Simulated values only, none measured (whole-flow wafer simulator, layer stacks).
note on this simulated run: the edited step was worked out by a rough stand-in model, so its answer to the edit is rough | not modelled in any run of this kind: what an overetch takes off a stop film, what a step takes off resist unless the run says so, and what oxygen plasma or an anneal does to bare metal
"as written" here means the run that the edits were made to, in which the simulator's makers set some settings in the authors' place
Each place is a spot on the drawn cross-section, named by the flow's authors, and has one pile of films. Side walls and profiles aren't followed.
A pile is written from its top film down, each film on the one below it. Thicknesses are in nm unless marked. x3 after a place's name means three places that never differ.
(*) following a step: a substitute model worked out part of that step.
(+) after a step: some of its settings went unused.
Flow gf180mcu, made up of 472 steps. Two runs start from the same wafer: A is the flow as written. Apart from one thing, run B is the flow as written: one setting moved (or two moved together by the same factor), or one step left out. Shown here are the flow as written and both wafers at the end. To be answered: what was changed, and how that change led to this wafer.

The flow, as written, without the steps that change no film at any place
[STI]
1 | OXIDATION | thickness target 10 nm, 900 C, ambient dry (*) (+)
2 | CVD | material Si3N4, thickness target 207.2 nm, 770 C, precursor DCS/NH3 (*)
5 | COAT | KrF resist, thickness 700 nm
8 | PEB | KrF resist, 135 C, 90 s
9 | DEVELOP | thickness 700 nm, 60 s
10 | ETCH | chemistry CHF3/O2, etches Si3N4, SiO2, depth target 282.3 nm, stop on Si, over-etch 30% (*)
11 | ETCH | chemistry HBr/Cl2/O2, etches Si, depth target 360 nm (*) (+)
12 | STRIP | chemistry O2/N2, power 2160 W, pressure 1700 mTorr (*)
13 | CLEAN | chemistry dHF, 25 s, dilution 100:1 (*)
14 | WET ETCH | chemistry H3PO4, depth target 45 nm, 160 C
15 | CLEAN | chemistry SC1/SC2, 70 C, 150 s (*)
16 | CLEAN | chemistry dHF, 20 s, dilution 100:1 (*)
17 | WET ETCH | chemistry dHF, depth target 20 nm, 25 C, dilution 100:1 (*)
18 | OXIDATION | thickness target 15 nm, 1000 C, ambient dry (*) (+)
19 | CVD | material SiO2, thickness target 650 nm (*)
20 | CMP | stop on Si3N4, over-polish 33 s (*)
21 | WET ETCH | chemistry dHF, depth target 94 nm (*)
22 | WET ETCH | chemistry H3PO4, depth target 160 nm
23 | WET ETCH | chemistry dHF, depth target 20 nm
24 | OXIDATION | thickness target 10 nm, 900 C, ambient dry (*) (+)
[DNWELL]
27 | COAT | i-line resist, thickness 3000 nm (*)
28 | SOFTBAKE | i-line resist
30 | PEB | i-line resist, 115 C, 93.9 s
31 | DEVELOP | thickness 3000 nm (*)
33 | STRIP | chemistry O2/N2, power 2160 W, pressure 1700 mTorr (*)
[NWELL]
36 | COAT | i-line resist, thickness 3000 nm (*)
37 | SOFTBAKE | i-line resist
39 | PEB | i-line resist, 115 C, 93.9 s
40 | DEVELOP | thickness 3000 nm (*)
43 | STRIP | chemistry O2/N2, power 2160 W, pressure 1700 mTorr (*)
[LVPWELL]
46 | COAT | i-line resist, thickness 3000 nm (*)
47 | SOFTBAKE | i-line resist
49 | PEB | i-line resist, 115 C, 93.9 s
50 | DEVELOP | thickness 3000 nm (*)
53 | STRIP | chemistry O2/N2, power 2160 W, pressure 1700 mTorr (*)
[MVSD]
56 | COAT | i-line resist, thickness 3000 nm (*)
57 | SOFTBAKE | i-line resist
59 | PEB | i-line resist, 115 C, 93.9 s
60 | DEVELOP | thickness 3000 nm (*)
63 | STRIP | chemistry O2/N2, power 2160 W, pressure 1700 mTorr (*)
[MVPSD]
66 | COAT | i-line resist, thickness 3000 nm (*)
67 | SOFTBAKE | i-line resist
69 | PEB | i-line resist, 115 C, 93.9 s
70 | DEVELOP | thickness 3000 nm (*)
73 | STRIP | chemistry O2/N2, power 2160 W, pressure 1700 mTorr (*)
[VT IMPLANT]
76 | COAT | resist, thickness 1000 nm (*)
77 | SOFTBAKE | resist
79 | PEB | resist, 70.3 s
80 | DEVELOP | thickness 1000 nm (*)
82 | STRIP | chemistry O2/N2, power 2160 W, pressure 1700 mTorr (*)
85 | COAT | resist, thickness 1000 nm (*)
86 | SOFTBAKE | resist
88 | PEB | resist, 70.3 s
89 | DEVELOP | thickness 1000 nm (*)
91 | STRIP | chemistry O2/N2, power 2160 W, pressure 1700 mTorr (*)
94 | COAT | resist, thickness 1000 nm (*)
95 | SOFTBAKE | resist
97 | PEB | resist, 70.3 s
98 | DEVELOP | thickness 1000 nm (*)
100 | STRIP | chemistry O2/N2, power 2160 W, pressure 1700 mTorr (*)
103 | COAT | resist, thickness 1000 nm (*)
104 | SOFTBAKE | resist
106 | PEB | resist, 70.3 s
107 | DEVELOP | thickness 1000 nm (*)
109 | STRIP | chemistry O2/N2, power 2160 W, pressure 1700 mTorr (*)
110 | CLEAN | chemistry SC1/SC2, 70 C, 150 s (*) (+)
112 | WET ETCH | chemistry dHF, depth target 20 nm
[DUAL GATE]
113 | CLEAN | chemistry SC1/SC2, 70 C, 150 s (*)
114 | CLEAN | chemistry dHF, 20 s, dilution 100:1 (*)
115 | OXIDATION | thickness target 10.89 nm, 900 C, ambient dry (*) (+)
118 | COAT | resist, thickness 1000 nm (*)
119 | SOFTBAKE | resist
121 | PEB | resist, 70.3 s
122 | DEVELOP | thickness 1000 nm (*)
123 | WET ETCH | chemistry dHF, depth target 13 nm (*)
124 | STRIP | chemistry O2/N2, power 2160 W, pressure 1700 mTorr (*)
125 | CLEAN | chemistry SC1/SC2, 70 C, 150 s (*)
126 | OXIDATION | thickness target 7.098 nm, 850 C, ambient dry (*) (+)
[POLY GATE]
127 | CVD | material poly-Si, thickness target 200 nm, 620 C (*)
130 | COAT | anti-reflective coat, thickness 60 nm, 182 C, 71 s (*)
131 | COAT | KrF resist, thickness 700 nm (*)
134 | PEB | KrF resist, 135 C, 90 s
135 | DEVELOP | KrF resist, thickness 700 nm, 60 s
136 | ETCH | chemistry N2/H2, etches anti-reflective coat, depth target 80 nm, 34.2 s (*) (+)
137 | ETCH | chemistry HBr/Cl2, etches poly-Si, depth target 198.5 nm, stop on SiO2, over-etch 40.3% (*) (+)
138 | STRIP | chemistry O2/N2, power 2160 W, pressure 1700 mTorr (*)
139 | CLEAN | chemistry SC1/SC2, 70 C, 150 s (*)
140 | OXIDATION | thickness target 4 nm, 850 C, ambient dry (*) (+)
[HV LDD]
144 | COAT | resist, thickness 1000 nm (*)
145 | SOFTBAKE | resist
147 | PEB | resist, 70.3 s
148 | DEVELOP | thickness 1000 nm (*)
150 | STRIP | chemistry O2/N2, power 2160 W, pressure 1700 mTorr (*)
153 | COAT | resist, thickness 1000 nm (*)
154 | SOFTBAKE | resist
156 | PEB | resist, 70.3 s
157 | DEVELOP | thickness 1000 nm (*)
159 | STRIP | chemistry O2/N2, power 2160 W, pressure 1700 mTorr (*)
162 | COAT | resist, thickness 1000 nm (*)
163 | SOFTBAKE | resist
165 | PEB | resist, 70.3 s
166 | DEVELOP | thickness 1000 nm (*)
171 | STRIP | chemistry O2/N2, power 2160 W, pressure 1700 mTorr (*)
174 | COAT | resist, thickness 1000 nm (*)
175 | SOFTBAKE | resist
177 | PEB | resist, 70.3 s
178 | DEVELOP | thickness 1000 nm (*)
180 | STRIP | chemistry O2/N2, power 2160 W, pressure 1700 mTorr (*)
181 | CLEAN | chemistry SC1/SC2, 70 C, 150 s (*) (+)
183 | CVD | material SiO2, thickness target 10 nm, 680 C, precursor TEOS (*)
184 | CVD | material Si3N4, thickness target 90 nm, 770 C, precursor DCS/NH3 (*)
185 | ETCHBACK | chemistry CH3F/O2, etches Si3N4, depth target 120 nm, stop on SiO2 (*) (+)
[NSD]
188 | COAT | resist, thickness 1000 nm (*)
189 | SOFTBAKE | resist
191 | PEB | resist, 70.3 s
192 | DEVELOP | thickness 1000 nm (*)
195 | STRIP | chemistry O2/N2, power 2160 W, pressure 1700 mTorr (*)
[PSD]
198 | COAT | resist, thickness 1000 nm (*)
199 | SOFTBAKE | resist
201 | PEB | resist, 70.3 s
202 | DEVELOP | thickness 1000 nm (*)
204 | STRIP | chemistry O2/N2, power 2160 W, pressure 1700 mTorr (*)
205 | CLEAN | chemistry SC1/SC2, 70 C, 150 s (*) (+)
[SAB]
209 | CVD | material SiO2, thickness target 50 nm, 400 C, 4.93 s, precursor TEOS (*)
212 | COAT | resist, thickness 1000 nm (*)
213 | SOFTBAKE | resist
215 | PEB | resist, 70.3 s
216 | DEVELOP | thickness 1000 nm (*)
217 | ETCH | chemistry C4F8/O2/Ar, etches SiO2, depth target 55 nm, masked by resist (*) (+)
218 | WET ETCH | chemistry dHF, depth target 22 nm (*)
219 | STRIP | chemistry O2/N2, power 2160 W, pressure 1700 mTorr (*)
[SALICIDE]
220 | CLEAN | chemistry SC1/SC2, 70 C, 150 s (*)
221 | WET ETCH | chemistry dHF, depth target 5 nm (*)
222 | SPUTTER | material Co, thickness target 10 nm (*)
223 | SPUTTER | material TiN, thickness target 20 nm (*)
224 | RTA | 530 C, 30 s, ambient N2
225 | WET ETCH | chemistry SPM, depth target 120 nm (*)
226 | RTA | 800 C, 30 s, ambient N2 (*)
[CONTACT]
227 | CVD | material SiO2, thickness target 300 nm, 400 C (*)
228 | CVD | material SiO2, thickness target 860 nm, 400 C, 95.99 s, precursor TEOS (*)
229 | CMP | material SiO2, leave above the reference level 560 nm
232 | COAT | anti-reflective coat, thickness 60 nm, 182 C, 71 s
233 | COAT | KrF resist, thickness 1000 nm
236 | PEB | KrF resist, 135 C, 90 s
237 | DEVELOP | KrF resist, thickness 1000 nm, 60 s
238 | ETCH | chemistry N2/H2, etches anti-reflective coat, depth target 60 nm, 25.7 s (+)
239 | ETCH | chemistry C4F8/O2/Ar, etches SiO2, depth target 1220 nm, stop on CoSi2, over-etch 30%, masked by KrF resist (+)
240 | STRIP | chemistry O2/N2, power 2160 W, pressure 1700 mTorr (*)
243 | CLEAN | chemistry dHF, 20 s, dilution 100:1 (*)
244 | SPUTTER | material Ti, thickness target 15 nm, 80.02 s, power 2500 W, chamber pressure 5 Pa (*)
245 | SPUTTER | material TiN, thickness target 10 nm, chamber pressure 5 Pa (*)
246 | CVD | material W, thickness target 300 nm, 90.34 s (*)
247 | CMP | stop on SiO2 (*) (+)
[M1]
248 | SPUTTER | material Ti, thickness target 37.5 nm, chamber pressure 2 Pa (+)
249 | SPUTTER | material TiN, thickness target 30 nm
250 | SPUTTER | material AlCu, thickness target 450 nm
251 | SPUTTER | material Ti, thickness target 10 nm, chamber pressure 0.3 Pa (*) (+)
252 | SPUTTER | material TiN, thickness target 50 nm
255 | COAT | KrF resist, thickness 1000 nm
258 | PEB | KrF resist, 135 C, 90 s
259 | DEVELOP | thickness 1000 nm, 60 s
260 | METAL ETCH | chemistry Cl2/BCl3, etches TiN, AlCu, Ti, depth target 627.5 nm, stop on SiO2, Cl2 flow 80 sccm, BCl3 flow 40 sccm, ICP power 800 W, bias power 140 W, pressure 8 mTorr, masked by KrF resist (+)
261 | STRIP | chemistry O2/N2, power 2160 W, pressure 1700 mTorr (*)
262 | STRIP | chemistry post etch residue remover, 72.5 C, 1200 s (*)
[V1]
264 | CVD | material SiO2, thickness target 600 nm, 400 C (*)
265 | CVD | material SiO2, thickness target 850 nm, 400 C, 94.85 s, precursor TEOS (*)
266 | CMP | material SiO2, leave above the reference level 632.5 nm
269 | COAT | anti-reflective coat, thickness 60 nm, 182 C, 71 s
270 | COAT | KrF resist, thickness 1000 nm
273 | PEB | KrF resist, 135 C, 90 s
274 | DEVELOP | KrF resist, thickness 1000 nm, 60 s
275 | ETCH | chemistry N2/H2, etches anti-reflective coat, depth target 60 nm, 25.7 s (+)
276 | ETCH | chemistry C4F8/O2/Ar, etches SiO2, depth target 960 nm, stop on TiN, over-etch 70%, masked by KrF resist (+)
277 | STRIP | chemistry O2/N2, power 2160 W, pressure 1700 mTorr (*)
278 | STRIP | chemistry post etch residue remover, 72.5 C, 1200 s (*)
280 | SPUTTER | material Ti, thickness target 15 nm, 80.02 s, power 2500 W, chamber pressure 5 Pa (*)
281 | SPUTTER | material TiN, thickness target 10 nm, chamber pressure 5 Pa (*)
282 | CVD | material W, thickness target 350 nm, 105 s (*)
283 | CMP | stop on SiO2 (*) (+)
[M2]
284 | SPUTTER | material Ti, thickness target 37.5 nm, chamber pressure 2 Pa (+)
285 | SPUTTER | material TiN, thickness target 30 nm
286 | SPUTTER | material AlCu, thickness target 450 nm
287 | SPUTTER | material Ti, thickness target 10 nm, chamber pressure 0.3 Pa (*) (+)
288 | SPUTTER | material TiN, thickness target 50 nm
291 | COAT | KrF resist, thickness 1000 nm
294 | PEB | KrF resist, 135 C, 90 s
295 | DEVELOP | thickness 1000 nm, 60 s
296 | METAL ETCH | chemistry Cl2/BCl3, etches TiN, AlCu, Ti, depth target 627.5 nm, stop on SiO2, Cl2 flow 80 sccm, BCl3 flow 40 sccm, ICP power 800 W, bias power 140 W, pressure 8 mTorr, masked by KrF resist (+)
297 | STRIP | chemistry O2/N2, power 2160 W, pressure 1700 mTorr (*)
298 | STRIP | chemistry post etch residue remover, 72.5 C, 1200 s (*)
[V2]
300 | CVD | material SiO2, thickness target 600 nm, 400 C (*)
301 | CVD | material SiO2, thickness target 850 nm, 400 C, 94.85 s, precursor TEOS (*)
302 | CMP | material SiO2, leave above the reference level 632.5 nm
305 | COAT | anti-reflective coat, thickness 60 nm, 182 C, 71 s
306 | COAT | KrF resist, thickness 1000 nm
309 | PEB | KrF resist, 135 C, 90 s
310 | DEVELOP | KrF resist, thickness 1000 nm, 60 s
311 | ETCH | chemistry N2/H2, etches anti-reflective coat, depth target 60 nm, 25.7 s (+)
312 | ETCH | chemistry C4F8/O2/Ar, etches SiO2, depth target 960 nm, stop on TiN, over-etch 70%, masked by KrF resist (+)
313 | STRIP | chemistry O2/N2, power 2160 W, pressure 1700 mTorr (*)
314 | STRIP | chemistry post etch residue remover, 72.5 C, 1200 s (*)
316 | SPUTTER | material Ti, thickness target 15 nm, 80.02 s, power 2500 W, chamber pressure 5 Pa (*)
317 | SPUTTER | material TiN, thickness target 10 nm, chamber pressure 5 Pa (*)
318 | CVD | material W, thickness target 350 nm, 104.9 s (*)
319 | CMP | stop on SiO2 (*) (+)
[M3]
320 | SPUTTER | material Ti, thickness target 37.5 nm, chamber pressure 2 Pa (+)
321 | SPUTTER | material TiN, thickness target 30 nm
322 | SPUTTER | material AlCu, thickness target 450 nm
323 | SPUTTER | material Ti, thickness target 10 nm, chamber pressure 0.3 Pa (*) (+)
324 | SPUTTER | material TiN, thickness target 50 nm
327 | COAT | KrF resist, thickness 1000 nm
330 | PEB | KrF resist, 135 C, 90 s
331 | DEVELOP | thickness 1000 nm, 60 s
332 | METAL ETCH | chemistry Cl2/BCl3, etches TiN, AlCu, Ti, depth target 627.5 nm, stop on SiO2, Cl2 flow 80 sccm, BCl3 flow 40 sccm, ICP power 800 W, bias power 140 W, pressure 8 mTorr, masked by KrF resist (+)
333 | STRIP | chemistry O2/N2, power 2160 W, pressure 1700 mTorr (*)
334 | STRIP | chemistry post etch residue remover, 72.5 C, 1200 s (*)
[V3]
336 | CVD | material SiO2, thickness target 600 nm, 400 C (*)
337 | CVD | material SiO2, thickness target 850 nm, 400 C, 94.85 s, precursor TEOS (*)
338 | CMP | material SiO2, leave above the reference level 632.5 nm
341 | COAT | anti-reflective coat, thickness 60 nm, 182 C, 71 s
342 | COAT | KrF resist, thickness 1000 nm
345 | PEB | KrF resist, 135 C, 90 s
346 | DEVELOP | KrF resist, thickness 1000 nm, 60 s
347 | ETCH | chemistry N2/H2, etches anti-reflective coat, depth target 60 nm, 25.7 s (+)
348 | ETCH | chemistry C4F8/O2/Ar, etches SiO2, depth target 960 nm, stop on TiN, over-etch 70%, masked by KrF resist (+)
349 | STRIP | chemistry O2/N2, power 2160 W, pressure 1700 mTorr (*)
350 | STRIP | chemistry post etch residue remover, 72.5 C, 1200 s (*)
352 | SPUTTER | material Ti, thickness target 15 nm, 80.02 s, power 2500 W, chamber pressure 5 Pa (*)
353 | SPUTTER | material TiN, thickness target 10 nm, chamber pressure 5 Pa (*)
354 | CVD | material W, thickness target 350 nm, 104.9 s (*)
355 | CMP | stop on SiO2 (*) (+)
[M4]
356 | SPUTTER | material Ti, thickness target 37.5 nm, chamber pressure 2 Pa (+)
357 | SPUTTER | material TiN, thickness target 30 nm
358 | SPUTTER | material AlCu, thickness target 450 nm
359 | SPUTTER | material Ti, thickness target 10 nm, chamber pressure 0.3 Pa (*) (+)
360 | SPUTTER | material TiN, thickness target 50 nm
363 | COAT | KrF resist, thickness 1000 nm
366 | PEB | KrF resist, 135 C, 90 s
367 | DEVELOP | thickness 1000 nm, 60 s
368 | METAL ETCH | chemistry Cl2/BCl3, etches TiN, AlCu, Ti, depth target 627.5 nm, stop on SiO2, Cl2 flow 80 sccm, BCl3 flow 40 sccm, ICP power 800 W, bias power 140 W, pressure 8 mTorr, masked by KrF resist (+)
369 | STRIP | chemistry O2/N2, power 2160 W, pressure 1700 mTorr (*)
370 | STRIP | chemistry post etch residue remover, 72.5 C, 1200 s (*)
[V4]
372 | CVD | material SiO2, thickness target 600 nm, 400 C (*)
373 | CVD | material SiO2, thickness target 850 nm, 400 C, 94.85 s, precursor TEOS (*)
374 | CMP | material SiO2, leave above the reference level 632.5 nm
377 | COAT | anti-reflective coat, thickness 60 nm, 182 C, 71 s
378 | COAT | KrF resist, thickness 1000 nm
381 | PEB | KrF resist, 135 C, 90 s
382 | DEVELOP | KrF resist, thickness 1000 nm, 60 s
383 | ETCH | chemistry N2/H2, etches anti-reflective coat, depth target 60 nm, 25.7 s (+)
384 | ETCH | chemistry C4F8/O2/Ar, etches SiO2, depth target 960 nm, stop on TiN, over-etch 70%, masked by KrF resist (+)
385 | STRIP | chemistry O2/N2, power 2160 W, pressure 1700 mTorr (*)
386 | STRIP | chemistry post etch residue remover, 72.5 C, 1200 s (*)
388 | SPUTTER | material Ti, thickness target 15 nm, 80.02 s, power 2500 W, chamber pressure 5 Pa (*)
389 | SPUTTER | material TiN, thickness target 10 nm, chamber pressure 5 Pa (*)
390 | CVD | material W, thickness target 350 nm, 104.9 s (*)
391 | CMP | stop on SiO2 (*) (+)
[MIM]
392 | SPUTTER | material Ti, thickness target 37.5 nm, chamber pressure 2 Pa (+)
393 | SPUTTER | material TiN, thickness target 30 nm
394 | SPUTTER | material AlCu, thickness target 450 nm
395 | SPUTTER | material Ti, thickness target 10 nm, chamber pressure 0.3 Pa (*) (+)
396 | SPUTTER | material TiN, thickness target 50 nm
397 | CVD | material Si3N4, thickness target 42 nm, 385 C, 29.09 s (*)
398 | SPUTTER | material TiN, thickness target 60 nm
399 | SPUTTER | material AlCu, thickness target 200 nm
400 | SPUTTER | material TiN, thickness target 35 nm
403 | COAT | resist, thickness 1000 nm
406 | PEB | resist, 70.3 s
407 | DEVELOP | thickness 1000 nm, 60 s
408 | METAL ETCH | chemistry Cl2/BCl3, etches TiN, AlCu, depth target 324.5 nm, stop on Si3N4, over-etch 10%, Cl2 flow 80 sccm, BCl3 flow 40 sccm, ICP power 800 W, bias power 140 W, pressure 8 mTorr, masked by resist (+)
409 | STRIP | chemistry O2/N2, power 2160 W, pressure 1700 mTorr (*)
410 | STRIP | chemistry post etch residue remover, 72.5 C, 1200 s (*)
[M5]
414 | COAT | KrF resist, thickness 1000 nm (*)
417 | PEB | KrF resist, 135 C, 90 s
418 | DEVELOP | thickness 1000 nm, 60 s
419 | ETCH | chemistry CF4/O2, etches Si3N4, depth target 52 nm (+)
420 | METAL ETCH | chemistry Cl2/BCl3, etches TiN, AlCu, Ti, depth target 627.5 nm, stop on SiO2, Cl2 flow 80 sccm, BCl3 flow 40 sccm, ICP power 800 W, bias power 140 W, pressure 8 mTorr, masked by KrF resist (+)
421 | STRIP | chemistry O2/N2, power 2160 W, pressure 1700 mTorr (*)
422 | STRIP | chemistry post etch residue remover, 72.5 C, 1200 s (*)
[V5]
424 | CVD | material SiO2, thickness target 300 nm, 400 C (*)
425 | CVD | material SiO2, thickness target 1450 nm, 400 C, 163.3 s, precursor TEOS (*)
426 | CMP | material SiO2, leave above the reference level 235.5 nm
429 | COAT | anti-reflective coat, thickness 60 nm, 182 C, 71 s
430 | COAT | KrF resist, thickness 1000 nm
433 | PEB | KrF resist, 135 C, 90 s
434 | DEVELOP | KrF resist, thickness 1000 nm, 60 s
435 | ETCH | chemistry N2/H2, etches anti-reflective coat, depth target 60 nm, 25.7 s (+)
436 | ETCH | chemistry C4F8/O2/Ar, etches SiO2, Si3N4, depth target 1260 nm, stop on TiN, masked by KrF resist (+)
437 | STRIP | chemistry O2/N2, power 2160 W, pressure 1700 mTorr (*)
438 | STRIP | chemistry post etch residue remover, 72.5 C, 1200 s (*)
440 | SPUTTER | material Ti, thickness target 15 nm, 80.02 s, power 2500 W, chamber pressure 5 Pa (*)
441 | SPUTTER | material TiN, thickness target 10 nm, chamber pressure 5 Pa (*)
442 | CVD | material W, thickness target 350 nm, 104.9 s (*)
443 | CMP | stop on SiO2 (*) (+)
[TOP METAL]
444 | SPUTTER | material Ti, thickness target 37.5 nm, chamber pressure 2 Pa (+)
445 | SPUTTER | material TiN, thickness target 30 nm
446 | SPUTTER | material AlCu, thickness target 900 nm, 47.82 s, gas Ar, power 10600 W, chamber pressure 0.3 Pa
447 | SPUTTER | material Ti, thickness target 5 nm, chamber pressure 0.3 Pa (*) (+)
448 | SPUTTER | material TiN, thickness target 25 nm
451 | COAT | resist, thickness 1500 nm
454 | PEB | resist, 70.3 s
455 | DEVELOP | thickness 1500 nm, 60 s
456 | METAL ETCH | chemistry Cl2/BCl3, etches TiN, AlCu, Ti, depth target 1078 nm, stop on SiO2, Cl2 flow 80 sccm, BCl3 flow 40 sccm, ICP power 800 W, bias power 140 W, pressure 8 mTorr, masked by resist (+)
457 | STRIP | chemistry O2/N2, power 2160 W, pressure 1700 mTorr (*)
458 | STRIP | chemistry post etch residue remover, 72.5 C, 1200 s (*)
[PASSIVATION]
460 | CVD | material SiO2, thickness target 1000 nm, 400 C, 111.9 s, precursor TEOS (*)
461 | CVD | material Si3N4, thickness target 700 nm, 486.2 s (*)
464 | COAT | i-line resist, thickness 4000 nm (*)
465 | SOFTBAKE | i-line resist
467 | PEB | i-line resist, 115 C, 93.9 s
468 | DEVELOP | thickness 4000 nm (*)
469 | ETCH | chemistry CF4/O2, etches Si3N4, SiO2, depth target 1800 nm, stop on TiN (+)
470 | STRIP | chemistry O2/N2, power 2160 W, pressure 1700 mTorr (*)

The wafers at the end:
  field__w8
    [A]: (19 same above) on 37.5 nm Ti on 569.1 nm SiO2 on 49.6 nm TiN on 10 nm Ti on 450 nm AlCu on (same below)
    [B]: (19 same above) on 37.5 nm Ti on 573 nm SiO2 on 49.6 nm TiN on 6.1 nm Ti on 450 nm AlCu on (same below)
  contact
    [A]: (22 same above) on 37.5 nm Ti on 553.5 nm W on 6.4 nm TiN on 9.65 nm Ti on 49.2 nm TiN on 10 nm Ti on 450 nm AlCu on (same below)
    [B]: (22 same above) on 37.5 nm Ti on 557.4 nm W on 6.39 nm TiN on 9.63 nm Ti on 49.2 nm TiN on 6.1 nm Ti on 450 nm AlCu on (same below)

The reason: step 323, SPUTTER: thickness target 6.1 nm was run, though the flow has thickness target 10 nm.
The wafer lets one read it off: field__w8 has Ti 6.1, and step 323 as written asks for 10 nm.

How this came from the change, step by step:
  323 | SPUTTER | material Ti, thickness target 10 nm, chamber pressure 0.3 Pa (*) (+)
      field, field__w1, field__w2 and 108 more: A Ti gains 10 (new film) | B Ti gains 6.1 (new film)
  332 | METAL ETCH | chemistry Cl2/BCl3, etches TiN, AlCu, Ti, depth target 627.5 nm, stop on SiO2, Cl2 flow 80 sccm, BCl3 flow 40 sccm, ICP power 800 W, bias power 140 W, pressure 8 mTorr, masked by KrF resist (+)
      field, field__w1, field__w2 and 103 more: A TiN loses 50 (all of it), Ti loses 10 (all of it), AlCu loses 450 (all of it), TiN loses 30 (all of it), Ti loses 37.5 (all of it) | B TiN loses 50 (all of it), Ti loses 6.1 (all of it), AlCu loses 450 (all of it), TiN loses 30 (all of it), Ti loses 37.5 (all of it)
